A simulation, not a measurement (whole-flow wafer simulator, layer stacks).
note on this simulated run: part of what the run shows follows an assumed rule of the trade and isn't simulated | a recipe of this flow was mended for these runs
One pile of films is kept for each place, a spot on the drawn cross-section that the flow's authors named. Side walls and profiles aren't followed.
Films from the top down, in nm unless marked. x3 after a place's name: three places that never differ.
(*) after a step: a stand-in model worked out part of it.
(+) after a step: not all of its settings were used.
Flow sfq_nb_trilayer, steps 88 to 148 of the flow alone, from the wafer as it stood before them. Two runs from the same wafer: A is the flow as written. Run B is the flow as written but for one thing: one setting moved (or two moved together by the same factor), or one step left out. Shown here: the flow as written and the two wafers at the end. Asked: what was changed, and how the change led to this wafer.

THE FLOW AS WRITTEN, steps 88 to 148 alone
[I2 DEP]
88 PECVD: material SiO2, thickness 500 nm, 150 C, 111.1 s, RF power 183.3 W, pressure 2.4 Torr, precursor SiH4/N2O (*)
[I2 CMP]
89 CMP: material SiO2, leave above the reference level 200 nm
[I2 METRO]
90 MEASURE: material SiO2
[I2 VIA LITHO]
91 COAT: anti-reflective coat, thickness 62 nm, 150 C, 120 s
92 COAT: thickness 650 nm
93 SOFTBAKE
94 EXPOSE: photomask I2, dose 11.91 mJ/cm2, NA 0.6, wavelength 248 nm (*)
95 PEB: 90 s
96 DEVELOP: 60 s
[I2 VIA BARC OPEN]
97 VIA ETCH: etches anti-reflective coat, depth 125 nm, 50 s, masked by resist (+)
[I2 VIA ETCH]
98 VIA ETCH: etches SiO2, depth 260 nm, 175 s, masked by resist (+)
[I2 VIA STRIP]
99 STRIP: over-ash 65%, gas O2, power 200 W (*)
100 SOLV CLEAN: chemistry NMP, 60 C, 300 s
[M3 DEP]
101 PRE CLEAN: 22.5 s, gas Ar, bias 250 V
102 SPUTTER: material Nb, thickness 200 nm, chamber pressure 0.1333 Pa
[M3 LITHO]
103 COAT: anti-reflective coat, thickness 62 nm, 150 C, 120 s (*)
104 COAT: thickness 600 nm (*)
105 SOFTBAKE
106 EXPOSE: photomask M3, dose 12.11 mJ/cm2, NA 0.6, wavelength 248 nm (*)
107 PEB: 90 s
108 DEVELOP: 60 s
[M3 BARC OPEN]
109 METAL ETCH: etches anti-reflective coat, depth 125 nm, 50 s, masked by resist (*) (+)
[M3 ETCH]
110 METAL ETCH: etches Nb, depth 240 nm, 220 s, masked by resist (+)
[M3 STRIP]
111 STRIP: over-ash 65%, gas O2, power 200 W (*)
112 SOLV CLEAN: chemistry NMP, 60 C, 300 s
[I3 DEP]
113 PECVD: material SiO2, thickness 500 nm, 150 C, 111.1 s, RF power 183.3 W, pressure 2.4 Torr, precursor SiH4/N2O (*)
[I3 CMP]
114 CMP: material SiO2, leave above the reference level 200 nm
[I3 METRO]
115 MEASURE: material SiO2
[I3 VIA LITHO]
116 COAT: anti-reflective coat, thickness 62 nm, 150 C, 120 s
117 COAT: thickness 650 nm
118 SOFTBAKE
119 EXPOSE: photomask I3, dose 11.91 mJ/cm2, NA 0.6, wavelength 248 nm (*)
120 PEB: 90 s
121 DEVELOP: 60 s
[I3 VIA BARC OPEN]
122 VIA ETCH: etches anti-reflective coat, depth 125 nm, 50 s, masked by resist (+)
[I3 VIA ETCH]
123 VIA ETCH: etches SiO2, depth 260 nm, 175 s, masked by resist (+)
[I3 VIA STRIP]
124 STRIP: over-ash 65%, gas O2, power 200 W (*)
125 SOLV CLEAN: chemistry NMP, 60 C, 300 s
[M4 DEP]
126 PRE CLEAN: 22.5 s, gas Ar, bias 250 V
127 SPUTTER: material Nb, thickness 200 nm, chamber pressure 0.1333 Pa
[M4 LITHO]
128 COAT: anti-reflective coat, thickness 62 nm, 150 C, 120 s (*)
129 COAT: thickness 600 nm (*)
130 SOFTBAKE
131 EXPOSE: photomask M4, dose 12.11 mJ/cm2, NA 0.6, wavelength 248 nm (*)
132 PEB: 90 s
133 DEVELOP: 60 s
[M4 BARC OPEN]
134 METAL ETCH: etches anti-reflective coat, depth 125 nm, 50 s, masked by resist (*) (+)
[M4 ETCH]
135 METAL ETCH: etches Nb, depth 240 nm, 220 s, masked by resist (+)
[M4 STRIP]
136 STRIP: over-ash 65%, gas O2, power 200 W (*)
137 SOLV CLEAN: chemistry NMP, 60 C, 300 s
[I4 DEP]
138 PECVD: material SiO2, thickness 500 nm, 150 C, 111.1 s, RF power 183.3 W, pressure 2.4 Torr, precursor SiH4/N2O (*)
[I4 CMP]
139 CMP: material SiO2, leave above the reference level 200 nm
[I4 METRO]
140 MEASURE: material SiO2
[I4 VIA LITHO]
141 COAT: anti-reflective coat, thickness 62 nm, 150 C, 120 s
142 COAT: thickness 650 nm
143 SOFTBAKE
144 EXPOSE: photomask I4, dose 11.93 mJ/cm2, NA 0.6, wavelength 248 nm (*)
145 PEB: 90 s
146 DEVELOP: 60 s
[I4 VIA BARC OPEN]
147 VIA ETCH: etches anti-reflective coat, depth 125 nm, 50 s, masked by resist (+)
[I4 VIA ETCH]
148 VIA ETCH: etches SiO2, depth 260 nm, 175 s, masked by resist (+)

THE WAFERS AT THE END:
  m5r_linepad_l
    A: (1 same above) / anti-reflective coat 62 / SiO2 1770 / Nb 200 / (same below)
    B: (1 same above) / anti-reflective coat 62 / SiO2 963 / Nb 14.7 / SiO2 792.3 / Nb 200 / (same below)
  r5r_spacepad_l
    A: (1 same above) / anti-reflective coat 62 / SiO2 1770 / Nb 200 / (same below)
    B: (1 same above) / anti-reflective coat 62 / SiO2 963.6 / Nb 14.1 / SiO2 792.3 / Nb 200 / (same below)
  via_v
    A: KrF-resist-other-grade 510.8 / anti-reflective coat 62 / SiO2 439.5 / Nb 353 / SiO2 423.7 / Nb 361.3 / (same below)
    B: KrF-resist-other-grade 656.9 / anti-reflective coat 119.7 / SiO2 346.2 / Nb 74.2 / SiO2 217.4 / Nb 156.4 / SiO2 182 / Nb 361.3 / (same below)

The cause: step 88, PECVD: thickness 218.8 nm was run, where the flow has thickness 500 nm; step 88, PECVD: 48.61 s was run, where the flow has 111.1 s.

How the change led to this, step by step:
  88 PECVD: material SiO2, thickness 500 nm, 150 C, 111.1 s, RF power 183.3 W, pressure 2.4 Torr, precursor SiH4/N2O (*)
      field_l, be, be_sur and 81 more: A SiO2 +500 | B SiO2 +218.8
      v_sur, via_wl, via_w and 18 more: A SiO2 +500 (new film) | B SiO2 +218.8 (new film)
      (and at 1 more place)
  89 CMP: material SiO2, leave above the reference level 200 nm
      field_l, be, be_sur and 81 more: A SiO2 -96 | B nothing
      via_v: A SiO2 -181.6 | B nothing
      (and at 21 more places)
  91 COAT: anti-reflective coat, thickness 62 nm, 150 C, 120 s
      ln_m6, lsp_r, l0_sur, l0v, p4_w2: A anti-reflective coat +62 (new film) | B anti-reflective coat +63.3 (new film)
      sp_r, p4_fl, p4_g1, wl_c_m6: A anti-reflective coat +62 (new film) | B anti-reflective coat +65.3 (new film)
      (and at 91 more places)
  92 COAT: thickness 650 nm
      sp_r, res, ln_m5, l0r_line_c: A KrF-resist-other-grade +650 (new film) | B KrF-resist-other-grade +664.1 (new film)
      ce_l, lsp_m, p4_fl: A KrF-resist-other-grade +650 (new film) | B KrF-resist-other-grade +664.4 (new film)
      (and at 73 more places)
  96 DEVELOP: 60 s
      via_w: A KrF-resist-other-grade -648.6 (all of it) | B KrF-resist-other-grade -584.2 (all of it)
  97 VIA ETCH: etches anti-reflective coat, depth 125 nm, 50 s, masked by resist (+)
      via_w: A anti-reflective coat -62 (all of it), SiO2 -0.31 | B anti-reflective coat -58.6 (all of it), SiO2 -0.33
  99 STRIP: over-ash 65%, gas O2, power 200 W (*)
      m0r_line_l x3: A KrF-resist-other-grade -510.8 (all of it), anti-reflective coat -62 (all of it) | B KrF-resist-other-grade -578.1 (all of it), anti-reflective coat -29.9 (all of it)
      m0r_space_l, m6r_space_l x2: A KrF-resist-other-grade -510.8 (all of it), anti-reflective coat -62 (all of it) | B KrF-resist-other-grade -523.6 (all of it), anti-reflective coat -96 (all of it)
      (and at 96 more places)
  102 SPUTTER: material Nb, thickness 200 nm, chamber pressure 0.1333 Pa
      via_v: A Nb +200 (new film) | B Nb +156.4 (new film)
  103 COAT: anti-reflective coat, thickness 62 nm, 150 C, 120 s (*)
      m0r_line_l x3, m0r_line_r x3: A anti-reflective coat +62 (new film) | B anti-reflective coat +29.7 (new film)
      m0r_space_l, m0r_space_r, m6r_space_l x2, m6r_space_r x2: A anti-reflective coat +62 (new film) | B anti-reflective coat +96.2 (new film)
      (and at 79 more places)
  104 COAT: thickness 600 nm (*)
      m0r_line_l x3, m0r_line_r x3: A KrF-resist-other-grade +600 (new film) | B KrF-resist-other-grade +665.8 (new film)
      wl_j_sl, wl_c_sr: A KrF-resist-other-grade +600 (new film) | B KrF-resist-other-grade +564.9 (new film)
      (and at 62 more places)
  108 DEVELOP: 60 s
      m0r_line_l x3, m0r_line_r x3: A KrF-resist-other-grade -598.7 (all of it) | B KrF-resist-other-grade -664.4 (all of it)
      m5r_line_l, m5r_line_r: A KrF-resist-other-grade -598.7 (all of it) | B KrF-resist-other-grade -642 (all of it)
      (and at 39 more places)
  109 METAL ETCH: etches anti-reflective coat, depth 125 nm, 50 s, masked by resist (*) (+)
      m5r_linepad_l, m5r_linepad_r, r5r_line_l, r5r_spacepad_l, r5r_spacepad_r, m8r_pad_l, m8r_pad_r: A anti-reflective coat -62 (all of it) | B anti-reflective coat -125
      m0r_line_l x3, m0r_line_r x3: A anti-reflective coat -62 (all of it) | B anti-reflective coat -29.7 (all of it)
      (and at 50 more places)
  110 METAL ETCH: etches Nb, depth 240 nm, 220 s, masked by resist (+)
      m5r_linepad_l, m5r_linepad_r: A Nb -200 (all of it), SiO2 -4 | B anti-reflective coat -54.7 (all of it), Nb -185.3
      r5r_spacepad_l, r5r_spacepad_r: A Nb -200 (all of it), SiO2 -4 | B anti-reflective coat -54.1 (all of it), Nb -185.9
      (and at 3 more places)
  111 STRIP: over-ash 65%, gas O2, power 200 W (*)
      v_sur: A KrF-resist-other-grade -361 (all of it), anti-reflective coat -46 (all of it) | B KrF-resist-other-grade -283.6 (all of it), anti-reflective coat -38.4 (all of it)
      via_wl: A KrF-resist-other-grade -381.1 (all of it), anti-reflective coat -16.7 (all of it) | B KrF-resist-other-grade -297.3 (all of it), anti-reflective coat -25.8 (all of it)
      (and at 27 more places)
  113 PECVD: material SiO2, thickness 500 nm, 150 C, 111.1 s, RF power 183.3 W, pressure 2.4 Torr, precursor SiH4/N2O (*)
      m5r_linepad_l, m5r_linepad_r, r5r_spacepad_l, r5r_spacepad_r: A SiO2 +500 | B SiO2 +500 (new film)
      via_v: A SiO2 +500 (new film) | B SiO2 +642.3 (new film)
  114 CMP: material SiO2, leave above the reference level 200 nm
      field_l, be, be_sur and 64 more: A SiO2 -96 | B nothing
      p4_g1, p4_g2, p3_s0, p3_s1, p3_s2, p3_s3, p3_s4, p3_s5: A SiO2 -157.1 | B nothing
      (and at 10 more places)
  ... 18 more steps ...
  147 VIA ETCH: etches anti-reflective coat, depth 125 nm, 50 s, masked by resist (+)
      via_wl: A anti-reflective coat -62 (all of it), SiO2 -0.31 | B anti-reflective coat -68.4 (all of it), SiO2 -0.28
      via_w: A anti-reflective coat -62 (all of it), SiO2 -0.31 | B anti-reflective coat -70.7 (all of it), SiO2 -0.27
      (and at 1 more place)
Counting metal films that touch as one body, m5r_linepad_l has 2 bodies (between them, from the top down: SiO2 792.3); the flow as written gives 1 body.
Counting metal films that touch as one body, r5r_spacepad_l has 2 bodies (between them, from the top down: SiO2 792.3); the flow as written gives 1 body.
Counting metal films that touch as one body, via_v has 4 bodies (between them, from the top down: SiO2 217.4; SiO2 182; SiO2 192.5); the flow as written gives 3 bodies (between them, from the top down: SiO2 423.7; SiO2 192.5).
